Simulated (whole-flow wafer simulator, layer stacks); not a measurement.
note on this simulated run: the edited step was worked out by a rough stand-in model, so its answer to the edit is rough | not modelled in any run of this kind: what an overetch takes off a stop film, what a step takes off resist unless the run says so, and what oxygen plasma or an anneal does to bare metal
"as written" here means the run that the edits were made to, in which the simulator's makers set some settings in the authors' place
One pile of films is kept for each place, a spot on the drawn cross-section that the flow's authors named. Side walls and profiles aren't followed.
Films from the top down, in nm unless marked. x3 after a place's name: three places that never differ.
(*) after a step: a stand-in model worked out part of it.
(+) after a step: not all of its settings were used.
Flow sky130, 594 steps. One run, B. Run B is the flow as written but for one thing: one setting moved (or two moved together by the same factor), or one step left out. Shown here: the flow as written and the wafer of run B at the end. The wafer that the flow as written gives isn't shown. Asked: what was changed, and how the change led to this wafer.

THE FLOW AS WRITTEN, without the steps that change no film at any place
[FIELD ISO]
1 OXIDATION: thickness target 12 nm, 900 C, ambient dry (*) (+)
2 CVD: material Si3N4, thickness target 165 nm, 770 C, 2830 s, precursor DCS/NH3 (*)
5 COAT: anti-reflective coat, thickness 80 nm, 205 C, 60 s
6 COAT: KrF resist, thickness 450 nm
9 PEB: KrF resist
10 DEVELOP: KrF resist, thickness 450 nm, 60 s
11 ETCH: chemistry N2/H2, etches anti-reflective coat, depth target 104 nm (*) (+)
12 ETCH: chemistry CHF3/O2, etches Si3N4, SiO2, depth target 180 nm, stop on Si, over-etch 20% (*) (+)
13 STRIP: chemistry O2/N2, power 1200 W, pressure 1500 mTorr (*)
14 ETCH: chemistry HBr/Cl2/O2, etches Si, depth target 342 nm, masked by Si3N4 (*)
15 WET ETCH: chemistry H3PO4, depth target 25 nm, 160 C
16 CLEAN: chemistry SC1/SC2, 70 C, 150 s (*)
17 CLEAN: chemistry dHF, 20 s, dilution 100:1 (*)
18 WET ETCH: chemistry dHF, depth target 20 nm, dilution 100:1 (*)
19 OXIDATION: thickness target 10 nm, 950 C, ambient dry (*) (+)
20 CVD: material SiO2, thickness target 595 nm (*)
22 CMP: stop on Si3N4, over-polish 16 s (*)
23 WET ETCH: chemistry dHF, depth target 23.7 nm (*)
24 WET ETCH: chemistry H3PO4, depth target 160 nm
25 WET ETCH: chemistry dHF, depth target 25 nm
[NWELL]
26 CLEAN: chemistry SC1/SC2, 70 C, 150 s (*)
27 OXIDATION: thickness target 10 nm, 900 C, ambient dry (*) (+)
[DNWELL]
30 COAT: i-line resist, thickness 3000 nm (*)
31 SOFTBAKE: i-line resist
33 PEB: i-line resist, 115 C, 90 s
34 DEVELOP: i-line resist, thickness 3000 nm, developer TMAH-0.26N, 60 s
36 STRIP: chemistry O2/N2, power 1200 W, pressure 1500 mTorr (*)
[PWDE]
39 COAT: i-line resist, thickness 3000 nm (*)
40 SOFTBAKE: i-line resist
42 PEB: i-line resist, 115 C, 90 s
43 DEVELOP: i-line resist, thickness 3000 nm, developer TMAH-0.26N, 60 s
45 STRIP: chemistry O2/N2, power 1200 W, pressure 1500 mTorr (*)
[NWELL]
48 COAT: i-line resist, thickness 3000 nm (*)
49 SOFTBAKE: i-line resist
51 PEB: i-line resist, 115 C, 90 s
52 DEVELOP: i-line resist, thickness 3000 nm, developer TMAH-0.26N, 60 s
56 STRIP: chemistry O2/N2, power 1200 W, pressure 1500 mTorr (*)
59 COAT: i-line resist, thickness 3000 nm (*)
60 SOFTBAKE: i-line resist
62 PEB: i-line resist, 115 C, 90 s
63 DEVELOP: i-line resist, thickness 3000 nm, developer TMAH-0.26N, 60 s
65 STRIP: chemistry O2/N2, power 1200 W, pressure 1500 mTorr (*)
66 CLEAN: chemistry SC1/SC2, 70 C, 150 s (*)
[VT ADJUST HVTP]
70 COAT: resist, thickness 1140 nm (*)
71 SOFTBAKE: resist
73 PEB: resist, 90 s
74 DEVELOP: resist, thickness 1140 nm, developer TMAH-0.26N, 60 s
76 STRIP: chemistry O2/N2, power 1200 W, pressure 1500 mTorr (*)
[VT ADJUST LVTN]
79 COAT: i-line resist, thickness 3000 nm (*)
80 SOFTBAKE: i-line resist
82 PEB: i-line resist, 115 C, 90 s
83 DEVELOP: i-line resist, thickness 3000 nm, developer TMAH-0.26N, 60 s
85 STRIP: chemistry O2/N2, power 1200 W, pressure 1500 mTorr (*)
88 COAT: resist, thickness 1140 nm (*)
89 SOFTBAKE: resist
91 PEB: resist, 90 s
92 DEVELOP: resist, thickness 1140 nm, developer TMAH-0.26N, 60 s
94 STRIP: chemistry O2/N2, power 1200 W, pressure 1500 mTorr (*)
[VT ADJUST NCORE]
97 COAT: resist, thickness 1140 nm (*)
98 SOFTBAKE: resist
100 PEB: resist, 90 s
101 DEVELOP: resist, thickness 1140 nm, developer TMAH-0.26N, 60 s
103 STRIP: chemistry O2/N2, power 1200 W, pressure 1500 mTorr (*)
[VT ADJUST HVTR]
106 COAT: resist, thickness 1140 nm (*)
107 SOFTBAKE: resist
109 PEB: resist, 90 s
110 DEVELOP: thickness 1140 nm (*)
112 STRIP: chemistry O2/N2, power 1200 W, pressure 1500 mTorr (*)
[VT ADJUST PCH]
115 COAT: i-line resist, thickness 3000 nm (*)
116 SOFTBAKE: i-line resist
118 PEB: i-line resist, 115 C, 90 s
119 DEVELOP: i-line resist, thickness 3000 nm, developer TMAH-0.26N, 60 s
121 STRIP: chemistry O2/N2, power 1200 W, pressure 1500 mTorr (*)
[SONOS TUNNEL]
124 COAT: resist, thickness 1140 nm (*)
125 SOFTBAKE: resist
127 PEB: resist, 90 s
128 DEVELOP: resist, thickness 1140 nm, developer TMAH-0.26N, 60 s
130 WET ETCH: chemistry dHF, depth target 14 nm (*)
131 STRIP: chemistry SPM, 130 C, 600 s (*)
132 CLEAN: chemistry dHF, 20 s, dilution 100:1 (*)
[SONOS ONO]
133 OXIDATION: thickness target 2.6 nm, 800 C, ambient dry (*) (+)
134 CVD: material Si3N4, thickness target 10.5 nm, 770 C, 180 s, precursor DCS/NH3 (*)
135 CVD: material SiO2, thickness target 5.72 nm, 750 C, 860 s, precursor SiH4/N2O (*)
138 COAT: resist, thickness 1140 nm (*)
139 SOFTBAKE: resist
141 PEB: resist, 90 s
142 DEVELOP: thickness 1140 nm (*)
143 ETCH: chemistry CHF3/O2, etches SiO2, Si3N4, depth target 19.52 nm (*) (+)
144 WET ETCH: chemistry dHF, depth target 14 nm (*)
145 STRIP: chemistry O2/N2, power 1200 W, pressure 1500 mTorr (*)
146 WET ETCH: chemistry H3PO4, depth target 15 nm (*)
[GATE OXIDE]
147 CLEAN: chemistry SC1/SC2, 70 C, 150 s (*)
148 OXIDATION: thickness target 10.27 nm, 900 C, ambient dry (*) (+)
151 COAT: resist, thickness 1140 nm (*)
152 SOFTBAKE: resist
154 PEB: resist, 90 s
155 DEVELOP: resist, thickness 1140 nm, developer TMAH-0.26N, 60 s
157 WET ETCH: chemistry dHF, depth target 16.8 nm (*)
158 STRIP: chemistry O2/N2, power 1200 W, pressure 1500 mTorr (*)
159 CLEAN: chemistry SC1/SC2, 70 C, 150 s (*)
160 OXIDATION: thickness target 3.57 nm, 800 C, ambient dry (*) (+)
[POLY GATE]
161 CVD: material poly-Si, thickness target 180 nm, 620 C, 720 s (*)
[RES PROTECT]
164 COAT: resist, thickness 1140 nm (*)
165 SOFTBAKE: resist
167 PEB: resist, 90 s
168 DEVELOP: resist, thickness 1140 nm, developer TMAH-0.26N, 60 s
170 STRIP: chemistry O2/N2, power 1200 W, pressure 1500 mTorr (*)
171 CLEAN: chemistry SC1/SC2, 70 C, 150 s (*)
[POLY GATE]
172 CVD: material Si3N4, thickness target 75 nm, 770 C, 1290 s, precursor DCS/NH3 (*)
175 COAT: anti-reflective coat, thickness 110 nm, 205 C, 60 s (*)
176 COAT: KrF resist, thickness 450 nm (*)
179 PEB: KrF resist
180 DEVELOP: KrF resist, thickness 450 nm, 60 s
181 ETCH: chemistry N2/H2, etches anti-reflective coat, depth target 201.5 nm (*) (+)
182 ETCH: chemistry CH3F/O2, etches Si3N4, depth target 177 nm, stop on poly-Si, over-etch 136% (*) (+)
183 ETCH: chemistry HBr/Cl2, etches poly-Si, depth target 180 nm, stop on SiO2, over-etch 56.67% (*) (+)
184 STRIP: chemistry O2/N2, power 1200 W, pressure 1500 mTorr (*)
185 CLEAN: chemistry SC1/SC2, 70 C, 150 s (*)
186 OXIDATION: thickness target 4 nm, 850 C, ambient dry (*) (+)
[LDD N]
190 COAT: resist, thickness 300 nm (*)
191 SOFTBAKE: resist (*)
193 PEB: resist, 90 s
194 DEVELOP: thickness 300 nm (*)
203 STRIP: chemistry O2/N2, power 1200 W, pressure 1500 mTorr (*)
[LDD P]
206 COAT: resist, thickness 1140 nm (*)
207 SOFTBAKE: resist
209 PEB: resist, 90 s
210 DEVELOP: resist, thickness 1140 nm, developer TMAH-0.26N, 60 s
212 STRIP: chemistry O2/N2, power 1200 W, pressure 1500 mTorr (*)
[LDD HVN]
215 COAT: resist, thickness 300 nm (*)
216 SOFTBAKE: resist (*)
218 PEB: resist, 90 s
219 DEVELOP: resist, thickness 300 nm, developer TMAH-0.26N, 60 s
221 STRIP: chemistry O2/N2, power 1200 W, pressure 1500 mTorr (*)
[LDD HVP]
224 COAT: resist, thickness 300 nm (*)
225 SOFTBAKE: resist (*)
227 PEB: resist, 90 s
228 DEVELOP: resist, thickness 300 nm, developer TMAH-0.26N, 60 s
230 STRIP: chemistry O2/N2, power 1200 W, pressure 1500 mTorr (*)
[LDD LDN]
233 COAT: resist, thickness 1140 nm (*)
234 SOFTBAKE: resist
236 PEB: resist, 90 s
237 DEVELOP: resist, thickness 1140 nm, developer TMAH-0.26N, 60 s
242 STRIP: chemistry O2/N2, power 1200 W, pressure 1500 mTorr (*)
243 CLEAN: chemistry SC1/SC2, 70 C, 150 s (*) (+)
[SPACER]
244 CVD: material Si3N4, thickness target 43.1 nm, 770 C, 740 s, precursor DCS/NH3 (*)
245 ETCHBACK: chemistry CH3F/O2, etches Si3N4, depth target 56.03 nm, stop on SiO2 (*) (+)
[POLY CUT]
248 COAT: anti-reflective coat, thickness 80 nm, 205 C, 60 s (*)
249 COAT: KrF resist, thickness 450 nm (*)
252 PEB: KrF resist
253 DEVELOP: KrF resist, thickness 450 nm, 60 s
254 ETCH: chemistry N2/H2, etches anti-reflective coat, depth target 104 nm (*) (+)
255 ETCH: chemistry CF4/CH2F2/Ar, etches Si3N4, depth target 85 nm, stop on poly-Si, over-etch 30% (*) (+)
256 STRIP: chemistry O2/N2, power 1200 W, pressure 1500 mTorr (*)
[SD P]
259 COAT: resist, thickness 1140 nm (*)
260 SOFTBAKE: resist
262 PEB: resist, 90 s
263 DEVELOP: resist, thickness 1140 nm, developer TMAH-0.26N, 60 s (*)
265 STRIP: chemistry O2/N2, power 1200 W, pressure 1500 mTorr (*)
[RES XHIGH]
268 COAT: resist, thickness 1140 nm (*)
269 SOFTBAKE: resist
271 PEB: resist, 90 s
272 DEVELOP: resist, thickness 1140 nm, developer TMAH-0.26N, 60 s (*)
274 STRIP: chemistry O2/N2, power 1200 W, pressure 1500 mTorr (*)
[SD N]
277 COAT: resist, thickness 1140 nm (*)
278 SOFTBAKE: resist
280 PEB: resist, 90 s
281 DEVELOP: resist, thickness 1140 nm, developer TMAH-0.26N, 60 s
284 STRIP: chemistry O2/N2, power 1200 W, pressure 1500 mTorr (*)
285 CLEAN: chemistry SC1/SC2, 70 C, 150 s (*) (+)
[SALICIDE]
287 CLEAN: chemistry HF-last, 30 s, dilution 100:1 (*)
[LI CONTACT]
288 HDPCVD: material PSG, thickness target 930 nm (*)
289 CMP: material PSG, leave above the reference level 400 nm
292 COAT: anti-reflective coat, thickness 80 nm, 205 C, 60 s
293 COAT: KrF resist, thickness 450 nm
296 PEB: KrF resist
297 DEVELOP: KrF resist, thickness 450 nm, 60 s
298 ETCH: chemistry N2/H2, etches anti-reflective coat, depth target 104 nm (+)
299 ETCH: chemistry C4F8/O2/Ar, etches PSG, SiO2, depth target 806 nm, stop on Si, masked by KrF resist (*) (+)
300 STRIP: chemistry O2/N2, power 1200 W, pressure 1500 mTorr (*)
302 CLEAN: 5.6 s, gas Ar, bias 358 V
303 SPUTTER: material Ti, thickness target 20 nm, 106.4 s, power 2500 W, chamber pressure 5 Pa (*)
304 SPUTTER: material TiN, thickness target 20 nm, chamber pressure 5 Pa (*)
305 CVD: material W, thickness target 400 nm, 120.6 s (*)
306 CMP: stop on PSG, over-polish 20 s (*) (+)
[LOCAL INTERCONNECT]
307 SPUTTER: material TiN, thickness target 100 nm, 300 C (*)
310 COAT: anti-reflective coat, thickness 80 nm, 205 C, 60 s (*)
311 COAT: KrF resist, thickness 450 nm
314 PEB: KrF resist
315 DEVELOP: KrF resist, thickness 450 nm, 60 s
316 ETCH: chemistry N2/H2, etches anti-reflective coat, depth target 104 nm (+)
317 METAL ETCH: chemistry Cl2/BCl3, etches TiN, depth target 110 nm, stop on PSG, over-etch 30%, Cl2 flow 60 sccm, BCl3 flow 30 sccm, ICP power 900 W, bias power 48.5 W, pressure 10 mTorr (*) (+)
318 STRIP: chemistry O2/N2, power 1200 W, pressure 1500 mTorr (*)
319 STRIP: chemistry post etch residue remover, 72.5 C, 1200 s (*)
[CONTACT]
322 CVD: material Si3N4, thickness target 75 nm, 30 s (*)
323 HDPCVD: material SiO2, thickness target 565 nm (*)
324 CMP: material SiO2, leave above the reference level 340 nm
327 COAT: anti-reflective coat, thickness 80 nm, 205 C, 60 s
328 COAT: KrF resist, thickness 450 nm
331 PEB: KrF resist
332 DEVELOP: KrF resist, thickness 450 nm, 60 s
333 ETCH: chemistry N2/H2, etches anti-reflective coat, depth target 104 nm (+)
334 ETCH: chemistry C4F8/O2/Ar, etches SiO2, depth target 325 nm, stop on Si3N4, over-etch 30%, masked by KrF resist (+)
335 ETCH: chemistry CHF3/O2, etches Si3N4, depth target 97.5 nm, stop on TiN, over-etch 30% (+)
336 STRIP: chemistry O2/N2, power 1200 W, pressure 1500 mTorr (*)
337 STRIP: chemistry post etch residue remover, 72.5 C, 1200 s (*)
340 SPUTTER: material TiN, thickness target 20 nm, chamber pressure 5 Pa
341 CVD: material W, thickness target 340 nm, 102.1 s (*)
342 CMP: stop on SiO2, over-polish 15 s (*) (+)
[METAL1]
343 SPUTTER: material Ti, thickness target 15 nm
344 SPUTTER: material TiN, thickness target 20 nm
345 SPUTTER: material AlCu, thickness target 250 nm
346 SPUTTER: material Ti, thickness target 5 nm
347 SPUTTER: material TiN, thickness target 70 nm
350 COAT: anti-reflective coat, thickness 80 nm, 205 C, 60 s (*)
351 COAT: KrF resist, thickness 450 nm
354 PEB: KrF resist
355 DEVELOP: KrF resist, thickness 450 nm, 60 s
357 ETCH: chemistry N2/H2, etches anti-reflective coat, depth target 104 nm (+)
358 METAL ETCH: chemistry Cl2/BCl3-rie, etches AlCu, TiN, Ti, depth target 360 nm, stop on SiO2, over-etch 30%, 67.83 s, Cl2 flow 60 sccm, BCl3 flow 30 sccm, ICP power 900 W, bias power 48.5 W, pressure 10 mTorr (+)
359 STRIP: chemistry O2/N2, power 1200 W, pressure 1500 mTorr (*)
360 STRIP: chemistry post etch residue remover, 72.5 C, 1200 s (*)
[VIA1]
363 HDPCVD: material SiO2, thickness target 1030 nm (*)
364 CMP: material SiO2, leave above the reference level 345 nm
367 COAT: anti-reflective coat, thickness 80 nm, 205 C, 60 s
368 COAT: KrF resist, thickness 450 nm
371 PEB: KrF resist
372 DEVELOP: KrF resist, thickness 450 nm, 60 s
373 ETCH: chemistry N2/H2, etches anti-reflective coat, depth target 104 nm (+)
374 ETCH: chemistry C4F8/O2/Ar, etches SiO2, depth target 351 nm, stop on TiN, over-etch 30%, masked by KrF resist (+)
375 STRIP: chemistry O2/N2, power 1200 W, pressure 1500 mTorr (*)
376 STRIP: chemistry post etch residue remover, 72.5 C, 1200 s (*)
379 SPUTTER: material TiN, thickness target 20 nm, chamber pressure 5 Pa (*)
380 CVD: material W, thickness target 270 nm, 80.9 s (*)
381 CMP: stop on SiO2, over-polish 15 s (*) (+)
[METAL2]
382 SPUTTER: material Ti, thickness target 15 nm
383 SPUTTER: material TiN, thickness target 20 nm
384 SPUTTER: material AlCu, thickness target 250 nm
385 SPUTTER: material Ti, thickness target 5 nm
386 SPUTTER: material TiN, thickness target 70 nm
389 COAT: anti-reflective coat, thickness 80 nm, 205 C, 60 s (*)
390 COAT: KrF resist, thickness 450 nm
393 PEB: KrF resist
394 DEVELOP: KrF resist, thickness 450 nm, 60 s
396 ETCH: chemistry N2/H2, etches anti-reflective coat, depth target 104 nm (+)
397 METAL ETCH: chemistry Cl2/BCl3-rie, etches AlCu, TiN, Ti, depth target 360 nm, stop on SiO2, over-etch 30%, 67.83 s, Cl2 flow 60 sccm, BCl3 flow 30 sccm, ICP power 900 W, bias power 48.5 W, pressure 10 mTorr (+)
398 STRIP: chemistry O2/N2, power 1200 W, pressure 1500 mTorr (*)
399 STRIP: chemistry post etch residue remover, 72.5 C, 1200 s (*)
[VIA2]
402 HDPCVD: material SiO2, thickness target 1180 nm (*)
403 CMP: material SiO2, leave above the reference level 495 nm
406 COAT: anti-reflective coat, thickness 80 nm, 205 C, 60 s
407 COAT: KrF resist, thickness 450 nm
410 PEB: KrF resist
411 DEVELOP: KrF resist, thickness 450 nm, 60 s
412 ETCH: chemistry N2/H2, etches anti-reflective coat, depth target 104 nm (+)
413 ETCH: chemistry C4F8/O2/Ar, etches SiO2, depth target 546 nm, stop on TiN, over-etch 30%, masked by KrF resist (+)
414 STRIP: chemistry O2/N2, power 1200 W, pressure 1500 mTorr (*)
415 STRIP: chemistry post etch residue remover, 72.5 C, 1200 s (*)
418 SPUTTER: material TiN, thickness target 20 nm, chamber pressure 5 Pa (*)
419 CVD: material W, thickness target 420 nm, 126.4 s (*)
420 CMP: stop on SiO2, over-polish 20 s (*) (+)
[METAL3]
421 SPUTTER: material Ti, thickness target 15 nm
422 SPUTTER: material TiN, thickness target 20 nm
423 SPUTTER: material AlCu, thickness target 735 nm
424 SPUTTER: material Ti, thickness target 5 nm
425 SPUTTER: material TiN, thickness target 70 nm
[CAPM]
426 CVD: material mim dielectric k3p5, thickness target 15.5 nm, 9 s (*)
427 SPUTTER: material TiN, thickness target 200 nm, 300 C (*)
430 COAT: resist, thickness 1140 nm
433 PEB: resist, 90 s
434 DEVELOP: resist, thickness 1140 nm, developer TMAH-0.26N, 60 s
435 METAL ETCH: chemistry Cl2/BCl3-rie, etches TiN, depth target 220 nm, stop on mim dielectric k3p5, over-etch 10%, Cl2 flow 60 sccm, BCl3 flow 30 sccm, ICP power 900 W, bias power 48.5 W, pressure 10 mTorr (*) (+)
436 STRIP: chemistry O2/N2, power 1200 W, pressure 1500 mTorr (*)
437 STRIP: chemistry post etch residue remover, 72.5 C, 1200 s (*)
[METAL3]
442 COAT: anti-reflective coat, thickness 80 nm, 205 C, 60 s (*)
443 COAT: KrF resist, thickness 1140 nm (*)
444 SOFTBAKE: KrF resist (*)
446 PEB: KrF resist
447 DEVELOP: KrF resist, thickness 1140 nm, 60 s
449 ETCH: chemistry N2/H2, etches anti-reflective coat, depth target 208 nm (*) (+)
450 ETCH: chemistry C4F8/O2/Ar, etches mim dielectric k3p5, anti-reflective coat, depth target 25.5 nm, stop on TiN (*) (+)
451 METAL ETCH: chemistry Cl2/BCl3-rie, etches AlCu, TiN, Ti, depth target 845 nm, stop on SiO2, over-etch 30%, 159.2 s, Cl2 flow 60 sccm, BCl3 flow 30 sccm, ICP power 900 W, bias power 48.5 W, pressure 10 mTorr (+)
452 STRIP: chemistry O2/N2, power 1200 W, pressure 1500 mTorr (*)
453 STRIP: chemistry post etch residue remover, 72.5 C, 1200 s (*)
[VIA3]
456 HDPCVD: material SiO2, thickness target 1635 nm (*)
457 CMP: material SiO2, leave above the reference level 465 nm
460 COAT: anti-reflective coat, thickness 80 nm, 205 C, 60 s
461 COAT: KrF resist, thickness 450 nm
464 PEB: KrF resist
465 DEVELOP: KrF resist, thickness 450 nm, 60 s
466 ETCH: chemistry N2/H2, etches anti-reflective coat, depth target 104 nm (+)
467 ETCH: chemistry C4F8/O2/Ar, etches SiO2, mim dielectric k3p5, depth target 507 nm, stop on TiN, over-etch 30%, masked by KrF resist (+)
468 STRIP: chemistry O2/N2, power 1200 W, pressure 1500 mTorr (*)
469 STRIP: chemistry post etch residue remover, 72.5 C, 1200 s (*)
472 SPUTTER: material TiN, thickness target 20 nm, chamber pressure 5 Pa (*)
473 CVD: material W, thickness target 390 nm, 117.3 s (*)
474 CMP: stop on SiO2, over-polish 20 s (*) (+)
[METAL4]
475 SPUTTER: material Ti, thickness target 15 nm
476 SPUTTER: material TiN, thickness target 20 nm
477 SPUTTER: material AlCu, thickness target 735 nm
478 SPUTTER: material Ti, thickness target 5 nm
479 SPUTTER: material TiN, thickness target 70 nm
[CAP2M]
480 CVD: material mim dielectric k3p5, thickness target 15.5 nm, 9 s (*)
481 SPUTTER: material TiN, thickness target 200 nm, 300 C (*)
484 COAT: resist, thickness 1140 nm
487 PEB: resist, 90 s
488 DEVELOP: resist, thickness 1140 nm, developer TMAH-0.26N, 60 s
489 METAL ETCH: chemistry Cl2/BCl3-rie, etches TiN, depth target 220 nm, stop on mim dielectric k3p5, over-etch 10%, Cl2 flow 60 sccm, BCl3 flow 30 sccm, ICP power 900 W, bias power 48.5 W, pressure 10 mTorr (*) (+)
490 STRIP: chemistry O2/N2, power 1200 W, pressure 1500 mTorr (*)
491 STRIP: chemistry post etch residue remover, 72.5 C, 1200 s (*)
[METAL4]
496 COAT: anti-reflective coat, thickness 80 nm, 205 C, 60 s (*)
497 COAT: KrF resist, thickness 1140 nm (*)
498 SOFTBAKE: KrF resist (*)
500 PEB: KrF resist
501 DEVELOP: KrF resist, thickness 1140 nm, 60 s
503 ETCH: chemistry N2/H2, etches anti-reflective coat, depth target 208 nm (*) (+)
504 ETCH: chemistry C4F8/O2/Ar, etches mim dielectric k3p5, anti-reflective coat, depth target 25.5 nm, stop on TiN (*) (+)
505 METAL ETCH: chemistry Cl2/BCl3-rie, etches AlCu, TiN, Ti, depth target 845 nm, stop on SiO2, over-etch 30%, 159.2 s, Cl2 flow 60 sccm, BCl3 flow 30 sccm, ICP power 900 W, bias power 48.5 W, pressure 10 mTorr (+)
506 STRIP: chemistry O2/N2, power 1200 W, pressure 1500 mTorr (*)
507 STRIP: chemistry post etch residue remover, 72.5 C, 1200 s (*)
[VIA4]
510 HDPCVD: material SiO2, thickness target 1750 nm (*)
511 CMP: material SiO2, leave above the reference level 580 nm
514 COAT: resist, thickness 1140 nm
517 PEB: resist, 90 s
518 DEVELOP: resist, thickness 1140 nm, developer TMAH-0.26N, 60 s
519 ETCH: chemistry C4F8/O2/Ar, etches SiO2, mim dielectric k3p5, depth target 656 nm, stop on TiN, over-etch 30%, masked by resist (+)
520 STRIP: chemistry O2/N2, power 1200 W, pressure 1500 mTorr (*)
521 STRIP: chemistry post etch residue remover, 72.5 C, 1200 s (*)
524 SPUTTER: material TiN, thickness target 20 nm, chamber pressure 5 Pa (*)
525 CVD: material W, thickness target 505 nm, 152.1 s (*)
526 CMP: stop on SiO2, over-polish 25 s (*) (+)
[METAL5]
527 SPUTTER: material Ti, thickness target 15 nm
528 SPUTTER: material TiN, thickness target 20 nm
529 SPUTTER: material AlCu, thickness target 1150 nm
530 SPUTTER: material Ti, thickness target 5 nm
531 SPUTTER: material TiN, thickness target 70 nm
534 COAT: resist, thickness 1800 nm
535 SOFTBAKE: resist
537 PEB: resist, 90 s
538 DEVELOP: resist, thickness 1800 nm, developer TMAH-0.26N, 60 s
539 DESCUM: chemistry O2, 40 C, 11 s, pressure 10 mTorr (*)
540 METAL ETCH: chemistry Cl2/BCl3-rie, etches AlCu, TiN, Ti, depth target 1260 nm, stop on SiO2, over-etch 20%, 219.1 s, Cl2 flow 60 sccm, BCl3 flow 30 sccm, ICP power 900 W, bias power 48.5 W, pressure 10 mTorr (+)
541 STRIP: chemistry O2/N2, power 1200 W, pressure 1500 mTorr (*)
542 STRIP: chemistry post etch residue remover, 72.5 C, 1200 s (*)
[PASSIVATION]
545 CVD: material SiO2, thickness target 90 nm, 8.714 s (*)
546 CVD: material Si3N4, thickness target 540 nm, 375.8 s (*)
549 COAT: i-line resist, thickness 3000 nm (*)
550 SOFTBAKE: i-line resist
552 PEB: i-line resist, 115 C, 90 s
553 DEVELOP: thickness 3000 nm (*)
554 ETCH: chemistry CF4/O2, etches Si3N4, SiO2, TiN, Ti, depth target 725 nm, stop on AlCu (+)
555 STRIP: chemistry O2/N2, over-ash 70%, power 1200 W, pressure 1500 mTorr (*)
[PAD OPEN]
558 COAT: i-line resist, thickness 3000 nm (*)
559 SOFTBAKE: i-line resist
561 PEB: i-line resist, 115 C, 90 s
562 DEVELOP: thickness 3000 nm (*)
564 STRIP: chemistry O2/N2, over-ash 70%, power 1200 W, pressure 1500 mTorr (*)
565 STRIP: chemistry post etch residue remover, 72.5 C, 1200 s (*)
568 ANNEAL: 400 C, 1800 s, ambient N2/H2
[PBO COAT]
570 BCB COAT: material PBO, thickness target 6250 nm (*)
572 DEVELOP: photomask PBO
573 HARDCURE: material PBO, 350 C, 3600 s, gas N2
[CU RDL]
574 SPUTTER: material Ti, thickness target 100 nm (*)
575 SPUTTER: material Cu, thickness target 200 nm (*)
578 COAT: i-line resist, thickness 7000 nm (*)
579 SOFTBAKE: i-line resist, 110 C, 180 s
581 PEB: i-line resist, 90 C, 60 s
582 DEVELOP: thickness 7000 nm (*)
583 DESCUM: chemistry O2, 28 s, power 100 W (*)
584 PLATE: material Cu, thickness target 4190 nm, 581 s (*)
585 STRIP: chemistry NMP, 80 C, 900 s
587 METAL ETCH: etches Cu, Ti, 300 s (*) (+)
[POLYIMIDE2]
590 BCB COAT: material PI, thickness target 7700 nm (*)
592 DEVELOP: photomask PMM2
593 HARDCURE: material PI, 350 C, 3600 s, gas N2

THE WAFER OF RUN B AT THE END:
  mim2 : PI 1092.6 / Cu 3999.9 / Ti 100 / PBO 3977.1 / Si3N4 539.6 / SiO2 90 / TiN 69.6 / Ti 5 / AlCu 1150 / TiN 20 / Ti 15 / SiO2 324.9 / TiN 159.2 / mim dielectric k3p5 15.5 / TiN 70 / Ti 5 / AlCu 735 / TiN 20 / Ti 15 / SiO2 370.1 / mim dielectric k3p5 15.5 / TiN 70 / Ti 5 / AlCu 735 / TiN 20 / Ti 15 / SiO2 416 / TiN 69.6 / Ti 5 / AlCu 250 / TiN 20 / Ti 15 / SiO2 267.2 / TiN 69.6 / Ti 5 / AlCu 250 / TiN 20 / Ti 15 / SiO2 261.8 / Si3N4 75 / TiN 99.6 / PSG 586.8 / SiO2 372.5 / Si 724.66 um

The cause: step 481, SPUTTER: thickness target 160 nm was run, where the flow has thickness target 200 nm.

How the change led to this, step by step:
  481 SPUTTER: material TiN, thickness target 200 nm, 300 C (*)
      field, active, n_well and 189 more: TiN +160 (new film) (as written it would be: TiN +200 (new film))
  489 METAL ETCH: chemistry Cl2/BCl3-rie, etches TiN, depth target 220 nm, stop on mim dielectric k3p5, over-etch 10%, Cl2 flow 60 sccm, BCl3 flow 30 sccm, ICP power 900 W, bias power 48.5 W, pressure 10 mTorr (*) (+)
      field, active, n_well and 188 more: TiN -160 (all of it) (as written it would be: TiN -200 (all of it))
      mim2: resist -117.3 (as written it would be: resist -146.7)
  490 STRIP: chemistry O2/N2, power 1200 W, pressure 1500 mTorr (*)
      mim2: resist -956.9 (all of it) (as written it would be: resist -927.6 (all of it))
  496 COAT: anti-reflective coat, thickness 80 nm, 205 C, 60 s (*)
      iso_guard__w2: anti-reflective coat +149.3 (new film) (as written it would be: anti-reflective coat +175.7 (new film))
      mim2: anti-reflective coat +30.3 (new film) (as written it would be: anti-reflective coat +38 (new film))
  497 COAT: KrF resist, thickness 1140 nm (*)
      mim2: KrF resist +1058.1 (new film) (as written it would be: KrF resist +1021 (new film))
  506 STRIP: chemistry O2/N2, power 1200 W, pressure 1500 mTorr (*)
      iso_guard__w2: KrF resist -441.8 (all of it), anti-reflective coat -149.3 (all of it) (as written it would be: KrF resist -424.2 (all of it), anti-reflective coat -175.7 (all of it))
      mim2: KrF resist -405.6 (all of it), anti-reflective coat -30.3 (all of it) (as written it would be: KrF resist -368.7 (all of it), anti-reflective coat -38 (all of it))
  511 CMP: material SiO2, leave above the reference level 580 nm
      mim2: SiO2 -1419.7 (as written it would be: SiO2 -1459.7)
